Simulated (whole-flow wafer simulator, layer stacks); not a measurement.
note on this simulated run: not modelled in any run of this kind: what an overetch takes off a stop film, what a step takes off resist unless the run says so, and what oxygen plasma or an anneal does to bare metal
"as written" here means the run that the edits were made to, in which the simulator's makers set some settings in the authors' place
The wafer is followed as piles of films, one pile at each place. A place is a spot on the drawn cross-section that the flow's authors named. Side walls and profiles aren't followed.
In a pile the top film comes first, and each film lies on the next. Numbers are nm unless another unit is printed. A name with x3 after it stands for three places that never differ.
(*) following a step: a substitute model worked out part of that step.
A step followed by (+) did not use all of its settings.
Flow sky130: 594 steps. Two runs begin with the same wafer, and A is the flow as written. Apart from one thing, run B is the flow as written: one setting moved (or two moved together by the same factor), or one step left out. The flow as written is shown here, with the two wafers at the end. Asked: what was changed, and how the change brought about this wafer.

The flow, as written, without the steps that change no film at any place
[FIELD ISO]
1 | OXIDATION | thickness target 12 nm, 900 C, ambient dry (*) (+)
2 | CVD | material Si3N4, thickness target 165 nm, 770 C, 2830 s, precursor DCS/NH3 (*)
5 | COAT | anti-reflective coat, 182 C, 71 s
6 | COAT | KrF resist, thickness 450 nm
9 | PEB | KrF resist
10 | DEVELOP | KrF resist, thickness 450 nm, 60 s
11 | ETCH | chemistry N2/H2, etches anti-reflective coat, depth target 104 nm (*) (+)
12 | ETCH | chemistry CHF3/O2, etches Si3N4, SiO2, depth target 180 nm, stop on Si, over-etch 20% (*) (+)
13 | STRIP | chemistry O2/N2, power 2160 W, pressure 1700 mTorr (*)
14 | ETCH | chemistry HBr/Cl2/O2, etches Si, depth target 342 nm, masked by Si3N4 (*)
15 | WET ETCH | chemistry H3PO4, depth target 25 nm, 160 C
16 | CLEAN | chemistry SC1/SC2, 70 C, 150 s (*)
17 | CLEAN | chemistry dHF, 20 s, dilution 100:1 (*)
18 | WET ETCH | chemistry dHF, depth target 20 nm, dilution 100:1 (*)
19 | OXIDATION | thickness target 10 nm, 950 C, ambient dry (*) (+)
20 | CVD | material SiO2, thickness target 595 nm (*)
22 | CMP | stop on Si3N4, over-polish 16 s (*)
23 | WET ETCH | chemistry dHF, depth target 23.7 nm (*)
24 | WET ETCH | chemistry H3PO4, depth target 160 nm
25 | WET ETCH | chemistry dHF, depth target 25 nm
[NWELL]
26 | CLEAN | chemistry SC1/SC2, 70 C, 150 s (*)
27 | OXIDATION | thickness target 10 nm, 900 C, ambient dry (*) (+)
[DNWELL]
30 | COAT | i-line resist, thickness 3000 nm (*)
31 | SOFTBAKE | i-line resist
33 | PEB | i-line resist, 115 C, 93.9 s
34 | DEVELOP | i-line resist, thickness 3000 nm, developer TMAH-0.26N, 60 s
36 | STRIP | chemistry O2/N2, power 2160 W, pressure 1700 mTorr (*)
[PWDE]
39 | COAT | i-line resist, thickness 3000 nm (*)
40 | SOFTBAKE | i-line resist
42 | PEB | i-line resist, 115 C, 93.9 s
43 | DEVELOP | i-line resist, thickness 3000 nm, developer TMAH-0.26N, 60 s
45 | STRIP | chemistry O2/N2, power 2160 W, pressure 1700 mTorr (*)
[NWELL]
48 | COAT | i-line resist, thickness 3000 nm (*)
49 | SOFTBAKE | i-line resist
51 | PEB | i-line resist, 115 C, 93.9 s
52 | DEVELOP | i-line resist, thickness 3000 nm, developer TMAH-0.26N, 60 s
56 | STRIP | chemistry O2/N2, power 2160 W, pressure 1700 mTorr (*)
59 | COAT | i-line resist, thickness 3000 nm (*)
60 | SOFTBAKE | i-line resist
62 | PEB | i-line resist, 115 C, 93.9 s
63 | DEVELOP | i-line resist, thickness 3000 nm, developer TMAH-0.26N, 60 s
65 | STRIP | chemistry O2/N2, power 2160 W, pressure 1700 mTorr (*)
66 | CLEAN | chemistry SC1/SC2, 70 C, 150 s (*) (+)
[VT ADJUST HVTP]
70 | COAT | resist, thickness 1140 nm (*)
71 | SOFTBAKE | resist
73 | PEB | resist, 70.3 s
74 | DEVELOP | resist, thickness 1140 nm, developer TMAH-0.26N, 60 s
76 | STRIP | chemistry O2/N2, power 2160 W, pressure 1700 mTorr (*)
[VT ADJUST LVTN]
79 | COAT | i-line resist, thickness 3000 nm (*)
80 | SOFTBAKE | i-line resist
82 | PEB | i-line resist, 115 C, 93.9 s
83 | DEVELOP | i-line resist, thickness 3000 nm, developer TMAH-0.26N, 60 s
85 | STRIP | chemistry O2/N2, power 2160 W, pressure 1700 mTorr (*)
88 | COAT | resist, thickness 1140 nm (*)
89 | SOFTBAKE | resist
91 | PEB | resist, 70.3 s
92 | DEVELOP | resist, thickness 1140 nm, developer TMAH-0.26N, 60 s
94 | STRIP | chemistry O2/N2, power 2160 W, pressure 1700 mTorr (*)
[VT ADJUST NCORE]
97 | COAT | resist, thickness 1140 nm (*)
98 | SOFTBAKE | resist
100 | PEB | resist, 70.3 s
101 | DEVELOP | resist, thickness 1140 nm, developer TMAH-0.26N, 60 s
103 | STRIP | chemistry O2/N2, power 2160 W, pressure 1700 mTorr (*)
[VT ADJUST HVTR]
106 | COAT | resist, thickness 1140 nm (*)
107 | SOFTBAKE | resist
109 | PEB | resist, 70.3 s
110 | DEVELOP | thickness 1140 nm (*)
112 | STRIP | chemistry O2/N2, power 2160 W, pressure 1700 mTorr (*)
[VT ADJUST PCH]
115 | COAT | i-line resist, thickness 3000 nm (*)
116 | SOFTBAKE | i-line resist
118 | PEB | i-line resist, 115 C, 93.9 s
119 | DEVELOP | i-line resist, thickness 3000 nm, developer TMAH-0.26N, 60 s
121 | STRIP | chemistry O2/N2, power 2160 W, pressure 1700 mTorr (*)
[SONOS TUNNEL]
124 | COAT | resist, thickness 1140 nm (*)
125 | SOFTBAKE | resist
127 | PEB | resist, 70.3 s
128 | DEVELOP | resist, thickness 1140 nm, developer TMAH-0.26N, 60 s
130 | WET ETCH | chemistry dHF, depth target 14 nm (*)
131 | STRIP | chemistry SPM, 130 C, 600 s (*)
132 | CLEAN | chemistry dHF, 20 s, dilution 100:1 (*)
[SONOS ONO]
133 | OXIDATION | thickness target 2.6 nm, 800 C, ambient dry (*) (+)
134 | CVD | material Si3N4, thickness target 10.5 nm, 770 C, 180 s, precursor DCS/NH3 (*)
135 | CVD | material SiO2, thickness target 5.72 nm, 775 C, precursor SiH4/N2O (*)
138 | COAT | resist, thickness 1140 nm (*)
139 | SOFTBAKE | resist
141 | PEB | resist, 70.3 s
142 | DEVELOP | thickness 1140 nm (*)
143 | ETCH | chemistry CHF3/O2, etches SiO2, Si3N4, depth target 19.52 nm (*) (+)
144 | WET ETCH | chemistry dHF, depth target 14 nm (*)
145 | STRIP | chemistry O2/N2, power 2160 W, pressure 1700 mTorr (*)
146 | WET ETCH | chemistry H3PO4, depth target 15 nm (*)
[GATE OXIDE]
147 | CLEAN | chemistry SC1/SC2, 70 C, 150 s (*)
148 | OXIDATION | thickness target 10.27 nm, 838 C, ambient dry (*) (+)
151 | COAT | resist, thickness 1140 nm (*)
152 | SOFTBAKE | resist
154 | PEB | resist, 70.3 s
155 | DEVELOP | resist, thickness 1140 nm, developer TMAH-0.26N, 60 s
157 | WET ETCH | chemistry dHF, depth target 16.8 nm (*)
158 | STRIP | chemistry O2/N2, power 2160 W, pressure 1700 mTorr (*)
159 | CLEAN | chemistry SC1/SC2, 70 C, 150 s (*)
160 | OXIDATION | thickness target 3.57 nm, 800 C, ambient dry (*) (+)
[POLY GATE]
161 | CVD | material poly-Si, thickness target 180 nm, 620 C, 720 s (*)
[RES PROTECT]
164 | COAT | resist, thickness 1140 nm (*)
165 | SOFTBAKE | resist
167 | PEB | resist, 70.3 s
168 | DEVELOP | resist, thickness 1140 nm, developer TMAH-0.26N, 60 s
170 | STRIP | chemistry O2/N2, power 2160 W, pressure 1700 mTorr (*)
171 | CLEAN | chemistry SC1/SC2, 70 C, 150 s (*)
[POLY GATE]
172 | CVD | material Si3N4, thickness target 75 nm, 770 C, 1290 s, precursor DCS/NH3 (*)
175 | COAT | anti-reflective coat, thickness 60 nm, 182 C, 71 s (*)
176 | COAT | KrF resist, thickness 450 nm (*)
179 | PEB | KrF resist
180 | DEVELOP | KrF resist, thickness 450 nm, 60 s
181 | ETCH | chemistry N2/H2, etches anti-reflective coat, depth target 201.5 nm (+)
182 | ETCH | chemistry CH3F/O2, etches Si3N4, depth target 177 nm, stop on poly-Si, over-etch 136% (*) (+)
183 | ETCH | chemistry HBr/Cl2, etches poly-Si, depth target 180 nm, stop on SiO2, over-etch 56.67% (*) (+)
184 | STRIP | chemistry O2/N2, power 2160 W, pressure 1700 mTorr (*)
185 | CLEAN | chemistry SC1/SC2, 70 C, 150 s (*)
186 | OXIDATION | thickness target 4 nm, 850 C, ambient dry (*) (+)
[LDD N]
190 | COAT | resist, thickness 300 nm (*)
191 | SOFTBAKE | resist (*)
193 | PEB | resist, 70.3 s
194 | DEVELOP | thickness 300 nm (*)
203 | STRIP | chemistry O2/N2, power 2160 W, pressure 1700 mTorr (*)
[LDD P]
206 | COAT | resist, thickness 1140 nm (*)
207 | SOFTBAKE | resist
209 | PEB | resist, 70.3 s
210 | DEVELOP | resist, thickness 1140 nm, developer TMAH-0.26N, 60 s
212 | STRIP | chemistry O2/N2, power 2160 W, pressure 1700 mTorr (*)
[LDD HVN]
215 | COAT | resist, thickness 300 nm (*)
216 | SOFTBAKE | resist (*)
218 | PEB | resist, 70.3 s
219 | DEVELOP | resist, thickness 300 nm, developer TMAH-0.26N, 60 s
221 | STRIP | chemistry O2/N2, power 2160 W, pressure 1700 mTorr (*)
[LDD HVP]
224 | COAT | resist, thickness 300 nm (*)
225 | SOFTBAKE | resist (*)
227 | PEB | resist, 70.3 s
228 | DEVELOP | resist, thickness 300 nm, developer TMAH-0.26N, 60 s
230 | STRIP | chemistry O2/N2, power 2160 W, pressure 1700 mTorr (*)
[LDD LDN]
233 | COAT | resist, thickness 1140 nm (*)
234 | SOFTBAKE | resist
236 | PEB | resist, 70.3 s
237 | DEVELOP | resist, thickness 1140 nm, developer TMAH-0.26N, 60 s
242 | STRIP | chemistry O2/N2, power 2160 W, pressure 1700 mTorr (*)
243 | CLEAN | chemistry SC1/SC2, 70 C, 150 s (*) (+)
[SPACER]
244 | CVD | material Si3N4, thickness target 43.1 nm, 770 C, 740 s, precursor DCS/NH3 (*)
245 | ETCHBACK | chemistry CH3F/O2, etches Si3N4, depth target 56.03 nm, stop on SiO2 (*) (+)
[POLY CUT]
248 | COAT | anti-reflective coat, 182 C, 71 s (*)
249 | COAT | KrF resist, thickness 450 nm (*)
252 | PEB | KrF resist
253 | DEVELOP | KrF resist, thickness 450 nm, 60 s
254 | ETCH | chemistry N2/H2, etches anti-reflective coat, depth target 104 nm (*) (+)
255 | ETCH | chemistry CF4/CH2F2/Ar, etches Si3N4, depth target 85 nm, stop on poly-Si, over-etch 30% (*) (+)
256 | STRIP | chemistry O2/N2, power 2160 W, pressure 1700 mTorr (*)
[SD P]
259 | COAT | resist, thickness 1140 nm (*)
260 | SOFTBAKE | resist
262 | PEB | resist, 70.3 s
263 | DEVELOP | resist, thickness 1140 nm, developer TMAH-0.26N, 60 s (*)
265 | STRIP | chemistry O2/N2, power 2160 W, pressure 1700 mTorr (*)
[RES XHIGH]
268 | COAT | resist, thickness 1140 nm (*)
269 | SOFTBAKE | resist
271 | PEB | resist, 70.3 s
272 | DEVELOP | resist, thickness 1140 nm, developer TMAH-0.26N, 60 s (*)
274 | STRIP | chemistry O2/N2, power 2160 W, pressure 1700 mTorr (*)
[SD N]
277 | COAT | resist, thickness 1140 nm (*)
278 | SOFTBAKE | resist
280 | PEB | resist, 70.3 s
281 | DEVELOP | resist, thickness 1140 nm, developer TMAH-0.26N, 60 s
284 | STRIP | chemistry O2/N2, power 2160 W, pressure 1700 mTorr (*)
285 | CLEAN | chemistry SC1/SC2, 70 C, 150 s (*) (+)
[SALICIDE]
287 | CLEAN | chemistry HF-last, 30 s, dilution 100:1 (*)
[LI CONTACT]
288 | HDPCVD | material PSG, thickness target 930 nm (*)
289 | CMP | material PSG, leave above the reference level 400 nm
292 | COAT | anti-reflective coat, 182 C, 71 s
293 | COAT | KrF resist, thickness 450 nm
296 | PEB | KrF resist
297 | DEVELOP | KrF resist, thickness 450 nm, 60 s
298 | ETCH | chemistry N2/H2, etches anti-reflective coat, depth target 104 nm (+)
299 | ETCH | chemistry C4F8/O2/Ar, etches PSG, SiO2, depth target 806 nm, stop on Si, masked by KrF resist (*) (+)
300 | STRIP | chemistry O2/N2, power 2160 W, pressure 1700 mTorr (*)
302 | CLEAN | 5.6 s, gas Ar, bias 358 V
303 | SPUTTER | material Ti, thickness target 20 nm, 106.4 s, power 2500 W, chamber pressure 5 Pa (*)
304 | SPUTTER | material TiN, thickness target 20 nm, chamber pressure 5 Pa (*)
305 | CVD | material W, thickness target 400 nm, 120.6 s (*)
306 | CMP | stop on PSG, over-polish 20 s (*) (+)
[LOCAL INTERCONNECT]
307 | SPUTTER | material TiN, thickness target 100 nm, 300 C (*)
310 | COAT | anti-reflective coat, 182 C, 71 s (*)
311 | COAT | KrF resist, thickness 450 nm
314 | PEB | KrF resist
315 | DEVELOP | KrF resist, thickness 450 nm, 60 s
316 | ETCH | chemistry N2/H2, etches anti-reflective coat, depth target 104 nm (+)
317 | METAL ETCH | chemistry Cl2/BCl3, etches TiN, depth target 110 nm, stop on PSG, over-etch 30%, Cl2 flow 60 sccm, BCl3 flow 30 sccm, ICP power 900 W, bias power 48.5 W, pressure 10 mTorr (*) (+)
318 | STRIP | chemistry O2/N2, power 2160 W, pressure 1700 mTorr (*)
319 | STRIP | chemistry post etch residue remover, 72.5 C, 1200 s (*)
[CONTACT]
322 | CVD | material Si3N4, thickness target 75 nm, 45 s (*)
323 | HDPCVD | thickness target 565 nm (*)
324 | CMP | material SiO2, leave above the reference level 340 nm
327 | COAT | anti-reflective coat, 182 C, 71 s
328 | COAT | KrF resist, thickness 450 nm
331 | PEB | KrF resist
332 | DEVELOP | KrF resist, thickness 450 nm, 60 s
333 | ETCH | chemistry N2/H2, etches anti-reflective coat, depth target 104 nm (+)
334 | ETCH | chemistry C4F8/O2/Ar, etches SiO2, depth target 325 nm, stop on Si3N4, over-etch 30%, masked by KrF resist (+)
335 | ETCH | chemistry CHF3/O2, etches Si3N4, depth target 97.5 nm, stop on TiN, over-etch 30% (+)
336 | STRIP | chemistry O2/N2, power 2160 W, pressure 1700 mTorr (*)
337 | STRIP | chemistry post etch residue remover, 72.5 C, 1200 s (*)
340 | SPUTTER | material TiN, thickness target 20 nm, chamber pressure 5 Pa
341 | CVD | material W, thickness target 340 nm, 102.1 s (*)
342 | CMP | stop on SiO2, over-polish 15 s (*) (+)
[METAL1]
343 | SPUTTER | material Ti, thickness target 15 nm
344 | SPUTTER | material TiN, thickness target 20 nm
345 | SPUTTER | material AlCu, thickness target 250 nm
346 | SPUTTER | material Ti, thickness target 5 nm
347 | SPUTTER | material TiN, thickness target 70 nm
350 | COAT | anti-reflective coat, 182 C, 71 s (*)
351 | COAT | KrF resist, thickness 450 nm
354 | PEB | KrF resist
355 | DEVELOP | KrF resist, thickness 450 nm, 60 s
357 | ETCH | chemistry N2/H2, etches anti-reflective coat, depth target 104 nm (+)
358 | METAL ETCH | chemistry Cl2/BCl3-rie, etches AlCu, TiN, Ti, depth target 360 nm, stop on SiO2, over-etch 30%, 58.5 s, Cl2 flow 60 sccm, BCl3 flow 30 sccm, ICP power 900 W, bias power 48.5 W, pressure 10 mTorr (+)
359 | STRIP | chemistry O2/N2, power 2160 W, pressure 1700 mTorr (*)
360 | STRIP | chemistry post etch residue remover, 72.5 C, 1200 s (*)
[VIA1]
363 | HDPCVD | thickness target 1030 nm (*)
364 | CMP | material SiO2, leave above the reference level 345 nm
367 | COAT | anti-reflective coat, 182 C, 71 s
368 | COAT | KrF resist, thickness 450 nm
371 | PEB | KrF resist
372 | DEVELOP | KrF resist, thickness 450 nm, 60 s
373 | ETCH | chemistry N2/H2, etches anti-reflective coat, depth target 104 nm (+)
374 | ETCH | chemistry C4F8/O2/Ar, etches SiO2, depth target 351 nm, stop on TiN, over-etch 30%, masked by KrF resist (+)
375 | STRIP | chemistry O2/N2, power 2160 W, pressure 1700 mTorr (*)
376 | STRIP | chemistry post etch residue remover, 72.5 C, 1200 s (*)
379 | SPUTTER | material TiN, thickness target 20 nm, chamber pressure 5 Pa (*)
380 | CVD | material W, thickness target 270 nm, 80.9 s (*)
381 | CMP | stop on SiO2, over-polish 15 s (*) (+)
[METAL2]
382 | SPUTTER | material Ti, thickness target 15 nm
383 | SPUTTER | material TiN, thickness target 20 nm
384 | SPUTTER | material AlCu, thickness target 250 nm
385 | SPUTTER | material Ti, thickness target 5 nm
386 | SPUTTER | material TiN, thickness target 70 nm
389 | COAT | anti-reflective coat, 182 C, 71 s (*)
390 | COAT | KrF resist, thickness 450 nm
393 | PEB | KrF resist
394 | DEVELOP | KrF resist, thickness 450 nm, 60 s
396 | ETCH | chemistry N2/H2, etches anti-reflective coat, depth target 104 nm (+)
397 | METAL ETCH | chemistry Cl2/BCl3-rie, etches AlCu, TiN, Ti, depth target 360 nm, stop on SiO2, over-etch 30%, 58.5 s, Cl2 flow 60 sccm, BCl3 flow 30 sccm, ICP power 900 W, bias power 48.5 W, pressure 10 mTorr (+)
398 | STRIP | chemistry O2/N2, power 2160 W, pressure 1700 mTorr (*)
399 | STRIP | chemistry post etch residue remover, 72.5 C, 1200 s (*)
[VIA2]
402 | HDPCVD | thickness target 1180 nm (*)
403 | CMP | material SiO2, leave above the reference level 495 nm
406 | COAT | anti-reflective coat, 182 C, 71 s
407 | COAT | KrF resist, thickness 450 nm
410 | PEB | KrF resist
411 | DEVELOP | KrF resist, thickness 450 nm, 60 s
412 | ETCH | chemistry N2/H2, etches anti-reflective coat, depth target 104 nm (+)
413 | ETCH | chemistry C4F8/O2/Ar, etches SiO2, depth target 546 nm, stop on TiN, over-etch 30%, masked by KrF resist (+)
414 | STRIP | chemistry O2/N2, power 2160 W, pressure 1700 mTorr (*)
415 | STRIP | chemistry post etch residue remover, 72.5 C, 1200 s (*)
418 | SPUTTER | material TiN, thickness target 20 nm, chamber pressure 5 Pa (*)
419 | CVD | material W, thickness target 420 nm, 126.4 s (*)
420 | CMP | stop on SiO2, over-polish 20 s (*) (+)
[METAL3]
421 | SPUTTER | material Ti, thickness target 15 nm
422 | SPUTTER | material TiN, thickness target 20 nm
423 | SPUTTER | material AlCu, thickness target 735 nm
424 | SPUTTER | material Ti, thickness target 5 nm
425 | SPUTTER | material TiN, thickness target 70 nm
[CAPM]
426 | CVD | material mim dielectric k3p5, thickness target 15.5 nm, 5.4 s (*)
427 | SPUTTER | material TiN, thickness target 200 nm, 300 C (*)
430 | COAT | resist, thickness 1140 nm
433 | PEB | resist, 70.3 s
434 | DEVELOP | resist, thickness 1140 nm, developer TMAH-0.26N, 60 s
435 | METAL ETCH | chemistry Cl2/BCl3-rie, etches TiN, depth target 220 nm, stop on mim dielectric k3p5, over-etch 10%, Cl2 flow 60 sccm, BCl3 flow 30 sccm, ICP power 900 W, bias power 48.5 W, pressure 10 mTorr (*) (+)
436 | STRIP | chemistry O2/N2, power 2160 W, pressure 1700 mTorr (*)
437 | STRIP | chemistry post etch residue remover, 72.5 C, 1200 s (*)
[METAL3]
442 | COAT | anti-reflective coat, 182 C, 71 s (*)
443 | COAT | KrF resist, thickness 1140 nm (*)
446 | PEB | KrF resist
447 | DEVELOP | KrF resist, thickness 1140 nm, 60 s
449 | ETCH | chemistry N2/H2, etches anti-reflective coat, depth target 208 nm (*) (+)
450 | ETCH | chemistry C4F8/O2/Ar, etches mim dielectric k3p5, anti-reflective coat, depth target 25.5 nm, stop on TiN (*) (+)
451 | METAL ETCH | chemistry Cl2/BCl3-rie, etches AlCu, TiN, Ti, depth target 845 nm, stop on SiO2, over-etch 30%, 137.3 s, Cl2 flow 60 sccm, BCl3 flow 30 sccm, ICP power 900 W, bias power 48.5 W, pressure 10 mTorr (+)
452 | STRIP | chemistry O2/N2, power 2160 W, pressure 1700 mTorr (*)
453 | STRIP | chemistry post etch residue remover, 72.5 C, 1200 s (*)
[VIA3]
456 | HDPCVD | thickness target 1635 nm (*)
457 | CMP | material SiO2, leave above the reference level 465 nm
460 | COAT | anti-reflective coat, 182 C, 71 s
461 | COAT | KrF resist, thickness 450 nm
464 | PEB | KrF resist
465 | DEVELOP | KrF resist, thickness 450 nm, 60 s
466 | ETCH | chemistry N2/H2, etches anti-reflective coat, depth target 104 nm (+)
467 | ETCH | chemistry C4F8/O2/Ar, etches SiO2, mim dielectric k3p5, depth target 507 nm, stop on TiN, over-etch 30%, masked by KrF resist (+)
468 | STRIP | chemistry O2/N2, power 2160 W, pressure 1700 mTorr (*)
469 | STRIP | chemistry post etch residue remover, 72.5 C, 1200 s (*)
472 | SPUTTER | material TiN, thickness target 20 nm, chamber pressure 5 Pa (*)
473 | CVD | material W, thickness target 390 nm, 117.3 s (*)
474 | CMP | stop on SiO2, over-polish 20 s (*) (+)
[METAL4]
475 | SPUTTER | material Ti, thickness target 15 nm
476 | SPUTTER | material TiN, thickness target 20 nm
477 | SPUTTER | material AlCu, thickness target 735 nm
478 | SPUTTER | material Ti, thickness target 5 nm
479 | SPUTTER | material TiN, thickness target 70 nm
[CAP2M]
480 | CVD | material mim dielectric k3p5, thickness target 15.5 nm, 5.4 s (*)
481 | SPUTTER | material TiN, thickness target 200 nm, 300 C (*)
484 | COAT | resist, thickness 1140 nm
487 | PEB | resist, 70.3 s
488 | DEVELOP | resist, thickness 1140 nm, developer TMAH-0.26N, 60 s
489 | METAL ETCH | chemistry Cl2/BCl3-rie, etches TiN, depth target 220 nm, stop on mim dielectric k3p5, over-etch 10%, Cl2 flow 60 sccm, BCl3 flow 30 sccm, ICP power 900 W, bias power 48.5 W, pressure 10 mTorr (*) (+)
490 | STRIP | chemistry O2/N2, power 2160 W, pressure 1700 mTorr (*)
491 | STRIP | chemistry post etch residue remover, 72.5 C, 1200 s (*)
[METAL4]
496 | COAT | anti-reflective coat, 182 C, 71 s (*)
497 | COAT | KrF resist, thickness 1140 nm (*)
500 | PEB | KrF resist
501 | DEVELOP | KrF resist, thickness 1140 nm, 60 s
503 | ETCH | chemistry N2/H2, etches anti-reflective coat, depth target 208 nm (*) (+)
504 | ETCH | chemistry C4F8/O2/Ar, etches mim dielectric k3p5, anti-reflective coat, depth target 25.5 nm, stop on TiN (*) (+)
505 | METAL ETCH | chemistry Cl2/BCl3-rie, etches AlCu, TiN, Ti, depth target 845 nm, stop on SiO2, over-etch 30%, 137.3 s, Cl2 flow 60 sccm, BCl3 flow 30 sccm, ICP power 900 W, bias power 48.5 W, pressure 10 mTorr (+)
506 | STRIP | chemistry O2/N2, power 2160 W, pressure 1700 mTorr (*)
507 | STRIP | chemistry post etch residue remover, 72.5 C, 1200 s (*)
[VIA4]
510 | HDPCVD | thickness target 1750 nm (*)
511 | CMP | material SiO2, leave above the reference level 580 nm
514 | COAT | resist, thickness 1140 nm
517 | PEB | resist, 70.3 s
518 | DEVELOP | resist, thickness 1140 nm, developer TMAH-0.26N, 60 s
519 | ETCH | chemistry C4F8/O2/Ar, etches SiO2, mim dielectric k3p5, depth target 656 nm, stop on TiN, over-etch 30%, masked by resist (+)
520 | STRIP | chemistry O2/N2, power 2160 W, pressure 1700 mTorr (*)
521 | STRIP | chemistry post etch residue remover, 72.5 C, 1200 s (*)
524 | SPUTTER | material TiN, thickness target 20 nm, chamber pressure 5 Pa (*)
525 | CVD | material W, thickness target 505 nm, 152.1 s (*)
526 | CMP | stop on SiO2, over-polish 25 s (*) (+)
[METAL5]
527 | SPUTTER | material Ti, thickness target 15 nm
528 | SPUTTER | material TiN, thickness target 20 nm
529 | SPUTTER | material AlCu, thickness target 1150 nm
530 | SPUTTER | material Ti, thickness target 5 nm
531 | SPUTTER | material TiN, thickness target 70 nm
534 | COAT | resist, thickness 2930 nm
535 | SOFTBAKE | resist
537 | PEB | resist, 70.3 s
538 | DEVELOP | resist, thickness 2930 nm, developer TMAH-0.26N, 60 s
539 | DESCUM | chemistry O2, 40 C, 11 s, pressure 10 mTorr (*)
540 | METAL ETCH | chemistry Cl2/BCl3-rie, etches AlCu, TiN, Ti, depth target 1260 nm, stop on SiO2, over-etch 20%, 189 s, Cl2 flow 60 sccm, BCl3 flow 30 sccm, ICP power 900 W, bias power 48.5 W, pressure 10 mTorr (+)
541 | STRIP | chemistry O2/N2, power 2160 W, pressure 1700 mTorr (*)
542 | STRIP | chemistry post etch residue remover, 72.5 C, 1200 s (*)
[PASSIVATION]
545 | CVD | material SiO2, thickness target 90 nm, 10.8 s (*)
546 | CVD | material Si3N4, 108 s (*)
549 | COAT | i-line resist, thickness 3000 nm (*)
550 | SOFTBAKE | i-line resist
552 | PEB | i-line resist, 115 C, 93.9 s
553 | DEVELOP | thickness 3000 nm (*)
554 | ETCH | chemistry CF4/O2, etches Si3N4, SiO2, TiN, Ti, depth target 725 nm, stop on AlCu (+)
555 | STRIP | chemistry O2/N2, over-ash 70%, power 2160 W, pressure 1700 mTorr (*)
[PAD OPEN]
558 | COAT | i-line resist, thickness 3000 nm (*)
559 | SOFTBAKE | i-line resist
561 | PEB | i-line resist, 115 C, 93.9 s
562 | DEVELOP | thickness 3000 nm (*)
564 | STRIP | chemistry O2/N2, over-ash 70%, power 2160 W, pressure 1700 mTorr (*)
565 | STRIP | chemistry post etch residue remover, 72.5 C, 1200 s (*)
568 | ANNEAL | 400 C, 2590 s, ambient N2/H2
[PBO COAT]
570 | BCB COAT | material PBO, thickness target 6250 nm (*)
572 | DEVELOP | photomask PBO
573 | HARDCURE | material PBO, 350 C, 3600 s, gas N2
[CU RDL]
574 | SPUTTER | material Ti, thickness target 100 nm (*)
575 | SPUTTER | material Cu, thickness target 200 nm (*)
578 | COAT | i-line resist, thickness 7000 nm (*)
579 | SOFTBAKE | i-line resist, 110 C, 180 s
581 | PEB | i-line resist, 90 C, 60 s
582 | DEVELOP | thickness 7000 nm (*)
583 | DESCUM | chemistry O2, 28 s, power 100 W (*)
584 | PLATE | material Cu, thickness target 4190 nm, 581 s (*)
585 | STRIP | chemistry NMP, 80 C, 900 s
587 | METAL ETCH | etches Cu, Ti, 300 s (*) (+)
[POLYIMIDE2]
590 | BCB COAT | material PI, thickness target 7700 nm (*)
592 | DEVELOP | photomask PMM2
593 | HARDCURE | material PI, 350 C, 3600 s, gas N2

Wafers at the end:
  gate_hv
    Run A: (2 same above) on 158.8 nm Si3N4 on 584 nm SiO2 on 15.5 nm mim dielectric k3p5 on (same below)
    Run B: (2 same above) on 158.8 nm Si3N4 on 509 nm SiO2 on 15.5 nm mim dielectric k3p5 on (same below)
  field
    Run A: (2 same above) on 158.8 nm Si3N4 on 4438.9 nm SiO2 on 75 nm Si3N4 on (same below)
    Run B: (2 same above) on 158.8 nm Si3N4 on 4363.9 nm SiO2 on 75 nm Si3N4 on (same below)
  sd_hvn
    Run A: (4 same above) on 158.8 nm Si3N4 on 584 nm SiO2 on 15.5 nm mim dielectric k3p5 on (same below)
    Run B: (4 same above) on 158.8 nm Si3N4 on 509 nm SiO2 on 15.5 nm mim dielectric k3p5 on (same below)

The reason: step 511, CMP: leave above the reference level 505 nm was run, whereas the flow has leave above the reference level 580 nm.

Step by step, how the change led to this:
  511 | CMP | material SiO2, leave above the reference level 580 nm
      n_well, p_well, gate_hv and 99 more: A -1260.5 SiO2 | B -1335.5 SiO2
      field, active, gate and 77 more: A -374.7 SiO2 | B -449.7 SiO2
      (as well as at 11 more places)
  519 | ETCH | chemistry C4F8/O2/Ar, etches SiO2, mim dielectric k3p5, depth target 656 nm, stop on TiN, over-etch 30%, masked by resist (+)
      field, active, n_well and 188 more: A -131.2 resist | B -112 resist
      m1: A -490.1 SiO2 (all of it), -15.5 mim dielectric k3p5 (all of it) | B -415.1 SiO2 (all of it), -15.5 mim dielectric k3p5 (all of it)
      (as well as at 1 more place)
  525 | CVD | material W, thickness target 505 nm, 152.1 s (*)
      m1: A +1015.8 W (new film) | B +940.3 W (new film)
      via4_hole: A +1015.2 W (new film) | B +939.6 W (new film)
